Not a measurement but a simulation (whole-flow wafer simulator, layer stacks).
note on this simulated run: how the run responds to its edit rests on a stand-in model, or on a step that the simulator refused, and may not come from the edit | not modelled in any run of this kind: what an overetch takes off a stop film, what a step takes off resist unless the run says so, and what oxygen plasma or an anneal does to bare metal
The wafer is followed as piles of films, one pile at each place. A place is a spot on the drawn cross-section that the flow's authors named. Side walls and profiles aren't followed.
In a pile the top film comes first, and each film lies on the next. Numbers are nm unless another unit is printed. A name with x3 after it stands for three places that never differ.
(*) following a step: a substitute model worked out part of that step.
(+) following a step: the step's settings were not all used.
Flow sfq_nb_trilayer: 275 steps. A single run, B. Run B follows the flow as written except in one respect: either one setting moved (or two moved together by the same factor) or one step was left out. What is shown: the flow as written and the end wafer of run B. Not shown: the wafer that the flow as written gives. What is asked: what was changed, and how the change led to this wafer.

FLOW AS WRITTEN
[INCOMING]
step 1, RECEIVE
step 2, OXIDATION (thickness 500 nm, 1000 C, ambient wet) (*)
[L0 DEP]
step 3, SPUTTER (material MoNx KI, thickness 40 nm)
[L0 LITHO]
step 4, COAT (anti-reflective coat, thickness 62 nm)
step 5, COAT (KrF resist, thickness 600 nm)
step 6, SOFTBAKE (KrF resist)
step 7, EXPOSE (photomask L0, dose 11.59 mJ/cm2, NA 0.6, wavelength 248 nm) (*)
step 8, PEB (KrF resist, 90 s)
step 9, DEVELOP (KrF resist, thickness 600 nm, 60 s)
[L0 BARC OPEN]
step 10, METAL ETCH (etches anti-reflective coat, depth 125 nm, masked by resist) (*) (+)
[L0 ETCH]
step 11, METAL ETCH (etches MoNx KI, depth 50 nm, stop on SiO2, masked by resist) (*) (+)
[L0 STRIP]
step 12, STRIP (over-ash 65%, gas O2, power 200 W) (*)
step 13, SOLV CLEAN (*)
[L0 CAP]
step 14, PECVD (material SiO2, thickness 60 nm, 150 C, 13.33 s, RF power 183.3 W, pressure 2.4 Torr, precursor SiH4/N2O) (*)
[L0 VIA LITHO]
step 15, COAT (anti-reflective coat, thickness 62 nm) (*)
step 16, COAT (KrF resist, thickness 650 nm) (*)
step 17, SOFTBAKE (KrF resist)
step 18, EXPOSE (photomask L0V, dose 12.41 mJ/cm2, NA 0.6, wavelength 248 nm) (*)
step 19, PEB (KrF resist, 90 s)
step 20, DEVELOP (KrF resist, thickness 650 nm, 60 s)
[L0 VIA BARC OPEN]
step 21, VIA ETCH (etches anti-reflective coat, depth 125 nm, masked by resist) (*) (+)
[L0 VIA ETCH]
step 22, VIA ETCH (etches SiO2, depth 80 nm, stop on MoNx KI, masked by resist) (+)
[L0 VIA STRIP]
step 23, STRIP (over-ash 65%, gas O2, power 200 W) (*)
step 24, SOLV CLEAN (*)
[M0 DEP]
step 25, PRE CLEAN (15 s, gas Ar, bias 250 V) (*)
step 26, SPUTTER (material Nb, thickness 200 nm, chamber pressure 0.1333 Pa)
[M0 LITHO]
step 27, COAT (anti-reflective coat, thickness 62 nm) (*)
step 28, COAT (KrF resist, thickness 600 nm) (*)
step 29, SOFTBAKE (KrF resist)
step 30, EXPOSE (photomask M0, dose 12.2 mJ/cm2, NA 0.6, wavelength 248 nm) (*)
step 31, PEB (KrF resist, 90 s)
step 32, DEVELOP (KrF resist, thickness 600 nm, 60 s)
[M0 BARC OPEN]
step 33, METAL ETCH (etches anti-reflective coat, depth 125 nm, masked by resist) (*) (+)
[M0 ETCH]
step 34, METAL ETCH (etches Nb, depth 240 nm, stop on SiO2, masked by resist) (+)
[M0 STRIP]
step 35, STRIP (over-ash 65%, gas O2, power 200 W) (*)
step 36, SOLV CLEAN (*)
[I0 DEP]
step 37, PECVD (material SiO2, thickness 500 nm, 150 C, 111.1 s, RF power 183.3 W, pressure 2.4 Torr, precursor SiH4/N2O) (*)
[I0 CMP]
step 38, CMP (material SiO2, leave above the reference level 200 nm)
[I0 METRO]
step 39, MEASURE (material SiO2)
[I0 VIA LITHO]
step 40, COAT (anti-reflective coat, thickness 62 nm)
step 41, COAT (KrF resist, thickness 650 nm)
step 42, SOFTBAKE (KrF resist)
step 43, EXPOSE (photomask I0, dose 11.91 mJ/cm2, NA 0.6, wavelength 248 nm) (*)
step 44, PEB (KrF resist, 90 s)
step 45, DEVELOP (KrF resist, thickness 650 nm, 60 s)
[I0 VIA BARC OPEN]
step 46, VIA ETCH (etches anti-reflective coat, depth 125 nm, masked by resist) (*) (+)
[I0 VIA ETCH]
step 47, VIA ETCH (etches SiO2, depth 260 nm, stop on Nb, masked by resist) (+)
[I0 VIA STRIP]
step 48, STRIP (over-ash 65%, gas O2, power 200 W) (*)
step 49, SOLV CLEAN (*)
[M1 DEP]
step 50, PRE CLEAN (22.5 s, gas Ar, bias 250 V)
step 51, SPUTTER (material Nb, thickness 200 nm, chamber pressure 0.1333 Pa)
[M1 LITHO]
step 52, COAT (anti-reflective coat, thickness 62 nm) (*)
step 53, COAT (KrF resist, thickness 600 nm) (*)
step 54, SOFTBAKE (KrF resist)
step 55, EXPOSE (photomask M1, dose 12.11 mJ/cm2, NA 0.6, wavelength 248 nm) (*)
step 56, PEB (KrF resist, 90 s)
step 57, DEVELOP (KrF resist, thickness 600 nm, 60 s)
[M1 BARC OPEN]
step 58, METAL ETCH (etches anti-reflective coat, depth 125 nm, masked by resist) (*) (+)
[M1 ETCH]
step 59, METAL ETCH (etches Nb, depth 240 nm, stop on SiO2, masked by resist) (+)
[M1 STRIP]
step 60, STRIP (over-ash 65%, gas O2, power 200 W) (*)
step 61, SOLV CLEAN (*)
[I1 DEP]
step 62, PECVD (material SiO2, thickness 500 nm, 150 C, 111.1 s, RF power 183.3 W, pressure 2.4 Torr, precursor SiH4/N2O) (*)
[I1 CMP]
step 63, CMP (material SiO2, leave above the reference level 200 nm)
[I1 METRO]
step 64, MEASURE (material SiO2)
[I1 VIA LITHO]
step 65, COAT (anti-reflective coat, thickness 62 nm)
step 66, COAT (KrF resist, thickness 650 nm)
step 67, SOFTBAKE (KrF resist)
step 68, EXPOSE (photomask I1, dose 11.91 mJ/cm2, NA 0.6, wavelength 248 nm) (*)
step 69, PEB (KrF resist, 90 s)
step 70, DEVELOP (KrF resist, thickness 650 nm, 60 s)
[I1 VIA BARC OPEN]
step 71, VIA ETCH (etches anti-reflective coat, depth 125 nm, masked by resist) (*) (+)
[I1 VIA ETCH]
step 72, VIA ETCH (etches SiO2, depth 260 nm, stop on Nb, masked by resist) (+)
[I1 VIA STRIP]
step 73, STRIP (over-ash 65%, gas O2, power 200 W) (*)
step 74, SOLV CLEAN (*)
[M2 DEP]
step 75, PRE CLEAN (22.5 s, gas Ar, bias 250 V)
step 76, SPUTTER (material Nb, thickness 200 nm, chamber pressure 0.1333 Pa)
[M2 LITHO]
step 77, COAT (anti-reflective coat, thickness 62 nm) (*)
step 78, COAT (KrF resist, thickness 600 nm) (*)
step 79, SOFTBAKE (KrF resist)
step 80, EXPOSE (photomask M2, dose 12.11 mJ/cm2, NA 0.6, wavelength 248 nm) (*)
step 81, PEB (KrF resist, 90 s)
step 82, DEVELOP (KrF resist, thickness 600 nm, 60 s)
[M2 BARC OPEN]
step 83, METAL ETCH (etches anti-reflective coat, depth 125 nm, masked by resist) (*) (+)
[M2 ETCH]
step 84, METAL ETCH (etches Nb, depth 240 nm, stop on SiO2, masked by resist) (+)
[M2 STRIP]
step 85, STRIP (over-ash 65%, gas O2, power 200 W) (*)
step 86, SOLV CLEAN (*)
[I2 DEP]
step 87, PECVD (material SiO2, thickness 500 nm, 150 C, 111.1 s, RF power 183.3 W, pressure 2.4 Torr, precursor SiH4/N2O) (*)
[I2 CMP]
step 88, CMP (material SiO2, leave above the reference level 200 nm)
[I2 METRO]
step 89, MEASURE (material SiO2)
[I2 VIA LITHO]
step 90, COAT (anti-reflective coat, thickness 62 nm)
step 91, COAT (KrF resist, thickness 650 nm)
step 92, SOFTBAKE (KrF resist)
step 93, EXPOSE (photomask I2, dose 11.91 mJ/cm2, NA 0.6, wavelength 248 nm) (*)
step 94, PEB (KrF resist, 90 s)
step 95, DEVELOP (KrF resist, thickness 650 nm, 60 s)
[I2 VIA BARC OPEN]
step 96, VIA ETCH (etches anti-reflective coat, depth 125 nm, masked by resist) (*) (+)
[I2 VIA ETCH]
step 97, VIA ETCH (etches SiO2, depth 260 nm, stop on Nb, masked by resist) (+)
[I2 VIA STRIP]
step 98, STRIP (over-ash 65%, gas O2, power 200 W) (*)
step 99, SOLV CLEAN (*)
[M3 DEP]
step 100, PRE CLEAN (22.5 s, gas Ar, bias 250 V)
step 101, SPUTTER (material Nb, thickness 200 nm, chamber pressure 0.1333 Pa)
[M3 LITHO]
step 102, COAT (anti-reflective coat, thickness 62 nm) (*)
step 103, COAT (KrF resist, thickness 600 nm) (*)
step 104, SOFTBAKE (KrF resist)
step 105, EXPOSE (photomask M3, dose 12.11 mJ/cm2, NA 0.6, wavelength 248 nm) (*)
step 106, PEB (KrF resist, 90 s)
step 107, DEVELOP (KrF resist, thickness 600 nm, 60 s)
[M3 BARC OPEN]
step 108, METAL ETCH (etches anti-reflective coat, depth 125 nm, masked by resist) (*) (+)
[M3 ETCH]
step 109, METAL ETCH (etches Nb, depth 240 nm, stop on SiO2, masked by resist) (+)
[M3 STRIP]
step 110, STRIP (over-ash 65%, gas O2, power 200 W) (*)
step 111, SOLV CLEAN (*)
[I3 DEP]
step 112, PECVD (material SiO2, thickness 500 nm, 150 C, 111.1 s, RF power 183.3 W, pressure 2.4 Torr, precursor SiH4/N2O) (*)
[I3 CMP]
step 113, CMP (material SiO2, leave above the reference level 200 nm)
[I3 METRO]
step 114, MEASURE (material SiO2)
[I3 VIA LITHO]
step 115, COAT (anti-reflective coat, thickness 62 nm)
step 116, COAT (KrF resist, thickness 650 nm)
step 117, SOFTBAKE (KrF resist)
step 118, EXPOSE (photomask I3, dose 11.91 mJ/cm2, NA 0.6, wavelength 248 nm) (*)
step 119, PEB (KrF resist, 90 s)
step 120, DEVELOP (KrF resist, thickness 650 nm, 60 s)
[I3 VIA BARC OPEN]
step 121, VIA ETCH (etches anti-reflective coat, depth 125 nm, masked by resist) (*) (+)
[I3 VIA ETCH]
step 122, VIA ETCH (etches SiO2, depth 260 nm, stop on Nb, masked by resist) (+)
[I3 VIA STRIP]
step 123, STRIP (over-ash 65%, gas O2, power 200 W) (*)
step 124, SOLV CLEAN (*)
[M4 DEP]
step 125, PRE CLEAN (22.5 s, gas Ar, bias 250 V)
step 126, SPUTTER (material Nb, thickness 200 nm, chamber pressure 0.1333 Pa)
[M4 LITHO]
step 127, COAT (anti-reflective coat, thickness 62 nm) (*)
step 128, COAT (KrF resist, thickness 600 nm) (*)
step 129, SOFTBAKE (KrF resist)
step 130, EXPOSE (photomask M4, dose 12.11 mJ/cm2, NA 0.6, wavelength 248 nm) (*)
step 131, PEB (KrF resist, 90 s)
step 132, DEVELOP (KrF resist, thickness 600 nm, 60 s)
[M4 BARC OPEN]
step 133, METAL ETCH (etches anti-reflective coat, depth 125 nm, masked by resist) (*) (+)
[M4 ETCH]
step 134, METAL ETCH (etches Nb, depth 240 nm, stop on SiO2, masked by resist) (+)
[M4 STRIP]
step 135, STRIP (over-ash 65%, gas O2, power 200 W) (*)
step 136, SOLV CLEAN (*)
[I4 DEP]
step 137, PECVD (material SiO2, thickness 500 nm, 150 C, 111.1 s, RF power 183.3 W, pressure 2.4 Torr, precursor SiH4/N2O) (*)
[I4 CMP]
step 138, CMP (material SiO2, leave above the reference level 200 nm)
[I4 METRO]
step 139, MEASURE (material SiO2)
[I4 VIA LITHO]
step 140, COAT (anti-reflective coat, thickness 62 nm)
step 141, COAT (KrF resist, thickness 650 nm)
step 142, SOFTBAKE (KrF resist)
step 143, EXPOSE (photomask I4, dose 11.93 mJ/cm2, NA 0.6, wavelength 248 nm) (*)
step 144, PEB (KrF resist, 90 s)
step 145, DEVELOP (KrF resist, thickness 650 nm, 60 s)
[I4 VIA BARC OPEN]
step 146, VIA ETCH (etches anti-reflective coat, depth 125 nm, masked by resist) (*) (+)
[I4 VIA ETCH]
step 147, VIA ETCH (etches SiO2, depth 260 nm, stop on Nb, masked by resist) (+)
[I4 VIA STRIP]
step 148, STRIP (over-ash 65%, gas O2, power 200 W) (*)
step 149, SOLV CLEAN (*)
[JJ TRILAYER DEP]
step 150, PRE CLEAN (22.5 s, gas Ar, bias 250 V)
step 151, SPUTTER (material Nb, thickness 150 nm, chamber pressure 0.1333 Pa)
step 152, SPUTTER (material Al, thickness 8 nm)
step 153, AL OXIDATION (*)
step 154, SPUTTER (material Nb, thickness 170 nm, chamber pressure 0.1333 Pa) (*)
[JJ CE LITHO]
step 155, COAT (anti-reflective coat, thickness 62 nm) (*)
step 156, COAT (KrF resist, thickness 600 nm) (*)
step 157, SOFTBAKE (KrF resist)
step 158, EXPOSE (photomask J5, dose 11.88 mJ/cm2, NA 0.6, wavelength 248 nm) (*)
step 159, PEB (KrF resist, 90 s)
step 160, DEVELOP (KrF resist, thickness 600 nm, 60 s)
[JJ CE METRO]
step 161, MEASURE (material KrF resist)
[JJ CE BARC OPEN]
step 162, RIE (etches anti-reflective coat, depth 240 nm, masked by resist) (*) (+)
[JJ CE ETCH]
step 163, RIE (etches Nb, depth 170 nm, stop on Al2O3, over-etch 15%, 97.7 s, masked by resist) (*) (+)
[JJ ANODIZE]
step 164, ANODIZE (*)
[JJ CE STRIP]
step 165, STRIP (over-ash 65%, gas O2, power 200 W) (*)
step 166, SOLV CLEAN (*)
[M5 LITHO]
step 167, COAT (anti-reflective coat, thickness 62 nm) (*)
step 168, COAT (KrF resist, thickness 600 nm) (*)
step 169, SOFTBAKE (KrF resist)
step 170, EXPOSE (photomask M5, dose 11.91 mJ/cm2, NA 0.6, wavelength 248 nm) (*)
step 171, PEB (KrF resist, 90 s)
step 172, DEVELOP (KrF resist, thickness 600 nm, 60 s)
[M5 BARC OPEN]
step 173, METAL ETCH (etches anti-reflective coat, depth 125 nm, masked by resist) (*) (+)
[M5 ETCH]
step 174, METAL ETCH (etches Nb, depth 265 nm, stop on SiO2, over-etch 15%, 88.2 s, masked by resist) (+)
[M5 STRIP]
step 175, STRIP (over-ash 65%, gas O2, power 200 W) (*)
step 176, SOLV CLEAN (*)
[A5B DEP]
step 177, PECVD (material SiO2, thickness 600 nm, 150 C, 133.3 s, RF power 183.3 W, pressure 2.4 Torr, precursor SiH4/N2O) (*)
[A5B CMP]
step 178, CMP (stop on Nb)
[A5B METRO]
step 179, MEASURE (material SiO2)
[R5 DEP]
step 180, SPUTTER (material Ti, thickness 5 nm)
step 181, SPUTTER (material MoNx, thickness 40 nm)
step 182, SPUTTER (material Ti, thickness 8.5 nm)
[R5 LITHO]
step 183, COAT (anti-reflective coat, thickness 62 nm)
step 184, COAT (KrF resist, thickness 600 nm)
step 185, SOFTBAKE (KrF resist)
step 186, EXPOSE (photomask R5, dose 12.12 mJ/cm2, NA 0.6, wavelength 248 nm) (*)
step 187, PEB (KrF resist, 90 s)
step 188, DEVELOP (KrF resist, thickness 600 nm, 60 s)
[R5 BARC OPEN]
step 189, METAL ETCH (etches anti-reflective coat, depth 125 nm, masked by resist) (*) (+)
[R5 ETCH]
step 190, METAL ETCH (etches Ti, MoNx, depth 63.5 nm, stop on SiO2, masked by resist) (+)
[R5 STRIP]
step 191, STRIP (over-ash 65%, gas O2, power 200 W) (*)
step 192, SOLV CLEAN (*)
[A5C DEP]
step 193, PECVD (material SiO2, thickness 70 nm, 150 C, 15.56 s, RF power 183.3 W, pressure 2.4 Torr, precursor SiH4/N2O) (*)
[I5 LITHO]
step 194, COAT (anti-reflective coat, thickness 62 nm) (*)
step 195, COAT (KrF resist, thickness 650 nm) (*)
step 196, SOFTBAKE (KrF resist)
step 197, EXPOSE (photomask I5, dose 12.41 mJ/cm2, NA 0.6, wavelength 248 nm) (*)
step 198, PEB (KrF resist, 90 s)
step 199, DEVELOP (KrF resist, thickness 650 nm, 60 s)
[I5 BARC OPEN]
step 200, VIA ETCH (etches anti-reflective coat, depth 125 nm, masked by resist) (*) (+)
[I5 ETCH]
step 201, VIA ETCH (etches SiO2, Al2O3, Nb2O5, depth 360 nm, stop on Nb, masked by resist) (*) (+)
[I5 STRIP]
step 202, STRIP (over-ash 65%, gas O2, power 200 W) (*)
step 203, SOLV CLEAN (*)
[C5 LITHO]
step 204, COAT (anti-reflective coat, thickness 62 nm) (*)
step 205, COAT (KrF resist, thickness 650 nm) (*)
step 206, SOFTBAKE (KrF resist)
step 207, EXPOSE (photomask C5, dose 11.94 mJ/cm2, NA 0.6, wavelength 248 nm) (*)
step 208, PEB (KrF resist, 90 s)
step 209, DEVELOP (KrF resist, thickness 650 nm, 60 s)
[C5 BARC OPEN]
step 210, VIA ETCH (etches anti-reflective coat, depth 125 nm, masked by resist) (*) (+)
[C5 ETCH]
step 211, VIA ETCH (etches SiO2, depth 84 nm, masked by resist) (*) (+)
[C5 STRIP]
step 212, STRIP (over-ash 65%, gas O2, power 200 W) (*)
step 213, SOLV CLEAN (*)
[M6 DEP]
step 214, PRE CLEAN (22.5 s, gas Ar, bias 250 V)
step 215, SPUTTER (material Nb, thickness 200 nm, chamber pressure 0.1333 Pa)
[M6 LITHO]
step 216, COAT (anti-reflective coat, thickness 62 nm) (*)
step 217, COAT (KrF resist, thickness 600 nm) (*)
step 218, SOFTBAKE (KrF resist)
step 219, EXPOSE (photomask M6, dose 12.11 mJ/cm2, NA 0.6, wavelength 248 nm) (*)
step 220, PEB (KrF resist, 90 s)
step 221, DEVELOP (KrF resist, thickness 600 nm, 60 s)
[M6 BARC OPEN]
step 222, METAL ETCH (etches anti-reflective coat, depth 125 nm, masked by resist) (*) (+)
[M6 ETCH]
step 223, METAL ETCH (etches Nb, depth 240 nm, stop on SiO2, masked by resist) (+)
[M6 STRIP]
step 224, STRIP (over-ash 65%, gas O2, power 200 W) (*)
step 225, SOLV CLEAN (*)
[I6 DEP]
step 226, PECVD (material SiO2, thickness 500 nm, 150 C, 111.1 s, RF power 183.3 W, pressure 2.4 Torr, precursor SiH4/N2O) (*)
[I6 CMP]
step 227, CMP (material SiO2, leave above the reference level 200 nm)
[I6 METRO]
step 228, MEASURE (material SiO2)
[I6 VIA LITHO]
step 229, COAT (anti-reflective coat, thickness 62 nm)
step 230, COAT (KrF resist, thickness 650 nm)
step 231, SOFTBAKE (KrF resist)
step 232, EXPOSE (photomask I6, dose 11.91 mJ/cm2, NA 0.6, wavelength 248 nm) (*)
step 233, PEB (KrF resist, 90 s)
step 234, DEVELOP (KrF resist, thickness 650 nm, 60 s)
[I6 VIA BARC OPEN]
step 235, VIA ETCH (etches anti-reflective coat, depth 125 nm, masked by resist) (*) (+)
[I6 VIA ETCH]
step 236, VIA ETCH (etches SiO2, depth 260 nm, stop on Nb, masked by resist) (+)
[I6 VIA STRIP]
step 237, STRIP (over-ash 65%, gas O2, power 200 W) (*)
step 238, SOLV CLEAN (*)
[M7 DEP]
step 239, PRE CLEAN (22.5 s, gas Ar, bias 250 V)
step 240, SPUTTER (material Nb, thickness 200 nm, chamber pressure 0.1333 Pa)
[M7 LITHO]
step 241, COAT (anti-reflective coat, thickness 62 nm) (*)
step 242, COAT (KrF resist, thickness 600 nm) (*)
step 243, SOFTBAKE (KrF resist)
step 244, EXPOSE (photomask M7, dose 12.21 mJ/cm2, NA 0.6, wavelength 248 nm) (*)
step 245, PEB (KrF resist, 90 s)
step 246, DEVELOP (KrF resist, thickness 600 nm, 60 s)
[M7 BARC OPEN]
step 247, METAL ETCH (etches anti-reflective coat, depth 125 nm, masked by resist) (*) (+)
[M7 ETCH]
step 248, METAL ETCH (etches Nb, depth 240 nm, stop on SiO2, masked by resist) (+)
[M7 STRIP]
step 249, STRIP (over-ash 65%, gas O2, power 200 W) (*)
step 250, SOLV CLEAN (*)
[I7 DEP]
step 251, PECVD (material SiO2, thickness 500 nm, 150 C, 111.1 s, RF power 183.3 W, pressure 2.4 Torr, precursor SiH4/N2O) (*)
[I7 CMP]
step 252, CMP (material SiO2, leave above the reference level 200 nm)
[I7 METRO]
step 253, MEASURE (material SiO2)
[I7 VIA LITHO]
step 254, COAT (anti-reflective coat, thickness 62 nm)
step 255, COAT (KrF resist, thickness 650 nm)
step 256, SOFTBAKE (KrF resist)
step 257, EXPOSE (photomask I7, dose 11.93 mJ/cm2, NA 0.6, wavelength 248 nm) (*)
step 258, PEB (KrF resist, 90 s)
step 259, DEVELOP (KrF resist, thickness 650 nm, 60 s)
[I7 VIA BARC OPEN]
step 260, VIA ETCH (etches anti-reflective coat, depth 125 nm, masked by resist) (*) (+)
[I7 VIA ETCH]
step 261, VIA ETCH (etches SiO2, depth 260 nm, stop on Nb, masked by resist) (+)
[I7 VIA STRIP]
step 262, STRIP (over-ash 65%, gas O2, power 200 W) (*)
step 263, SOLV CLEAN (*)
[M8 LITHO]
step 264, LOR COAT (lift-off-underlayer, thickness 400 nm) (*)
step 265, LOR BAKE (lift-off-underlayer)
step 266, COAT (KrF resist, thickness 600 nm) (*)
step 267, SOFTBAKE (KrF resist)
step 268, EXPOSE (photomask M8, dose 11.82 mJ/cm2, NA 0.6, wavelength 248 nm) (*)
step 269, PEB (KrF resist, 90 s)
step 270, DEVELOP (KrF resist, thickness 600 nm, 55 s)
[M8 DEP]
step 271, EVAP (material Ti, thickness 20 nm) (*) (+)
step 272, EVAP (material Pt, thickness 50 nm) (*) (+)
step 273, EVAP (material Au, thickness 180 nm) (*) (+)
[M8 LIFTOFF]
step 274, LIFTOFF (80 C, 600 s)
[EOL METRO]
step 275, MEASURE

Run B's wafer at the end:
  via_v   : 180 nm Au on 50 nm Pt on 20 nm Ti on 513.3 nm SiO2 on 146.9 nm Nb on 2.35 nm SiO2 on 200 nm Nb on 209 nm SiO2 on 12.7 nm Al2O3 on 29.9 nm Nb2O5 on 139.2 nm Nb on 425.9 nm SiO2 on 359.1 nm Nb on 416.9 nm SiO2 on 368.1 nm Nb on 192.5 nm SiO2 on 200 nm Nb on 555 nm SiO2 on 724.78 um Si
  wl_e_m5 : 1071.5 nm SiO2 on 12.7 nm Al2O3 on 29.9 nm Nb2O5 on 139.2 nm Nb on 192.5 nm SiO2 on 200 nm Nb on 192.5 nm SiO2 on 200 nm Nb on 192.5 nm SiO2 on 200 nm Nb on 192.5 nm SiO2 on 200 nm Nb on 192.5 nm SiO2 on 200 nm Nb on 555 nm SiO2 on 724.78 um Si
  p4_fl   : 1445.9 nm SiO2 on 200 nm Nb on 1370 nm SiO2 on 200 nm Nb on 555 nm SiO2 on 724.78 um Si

Cause: step 227, CMP: leave above the reference level 270 nm was run, though the flow has leave above the reference level 200 nm.

The path from the change to this, step by step:
  step 227, CMP (material SiO2, leave above the reference level 200 nm)
      field_l, p4_fl, p4_fm and 59 more: -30 SiO2 (in the flow as written it would be: -100 SiO2)
      v_sur, via_wl, via_w and 15 more: -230 SiO2 (in the flow as written it would be: -300 SiO2)
      (as well as at 26 more places)
  step 236, VIA ETCH (etches SiO2, depth 260 nm, stop on Nb, masked by resist) (+)
      via_v: -260 SiO2 (in the flow as written it would be: -199.8 SiO2 (all of it))
  step 239, PRE CLEAN (22.5 s, gas Ar, bias 250 V)
      via_v: -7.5 SiO2 (in the flow as written it would be: -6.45 Nb)
  step 240, SPUTTER (material Nb, thickness 200 nm, chamber pressure 0.1333 Pa)
      via_v: +146.9 Nb (new film) (in the flow as written it would be: +161.1 Nb)
  step 241, COAT (anti-reflective coat, thickness 62 nm) (*)
      via_sp: +50 anti-reflective coat (new film) (in the flow as written it would be: +53.1 anti-reflective coat (new film))
      via_v: +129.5 anti-reflective coat (new film) (in the flow as written it would be: +126 anti-reflective coat (new film))
      (as well as at 1 more place)
  step 242, COAT (KrF resist, thickness 600 nm) (*)
      via_v: +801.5 KrF resist (new film) (in the flow as written it would be: +742.5 KrF resist (new film))
  step 249, STRIP (over-ash 65%, gas O2, power 200 W) (*)
      via_sp: -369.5 KrF resist (all of it), -50 anti-reflective coat (all of it) (in the flow as written it would be: -373.6 KrF resist (all of it), -53.1 anti-reflective coat (all of it))
      via_v: -583.4 KrF resist (all of it), -129.5 anti-reflective coat (all of it) (in the flow as written it would be: -524.5 KrF resist (all of it), -126 anti-reflective coat (all of it))
      (as well as at 1 more place)
  step 251, PECVD (material SiO2, thickness 500 nm, 150 C, 111.1 s, RF power 183.3 W, pressure 2.4 Torr, precursor SiH4/N2O) (*)
      via_v: +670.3 SiO2 (new film) (in the flow as written it would be: +621 SiO2 (new film))
  step 252, CMP (material SiO2, leave above the reference level 200 nm)
      via_v: -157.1 SiO2 (in the flow as written it would be: -183.1 SiO2)
Taking metal films that touch as one body, via_v has 7 bodies (between them, from the top down: SiO2 513.3; SiO2 2.35; SiO2 209 / Al2O3 12.7 / Nb2O5 29.9; SiO2 425.9; SiO2 416.9; SiO2 192.5); the flow as written gives 6 bodies (between them, from the top down: SiO2 437.8; SiO2 209 / Al2O3 12.7 / Nb2O5 29.9; SiO2 425.9; SiO2 416.9; SiO2 192.5).
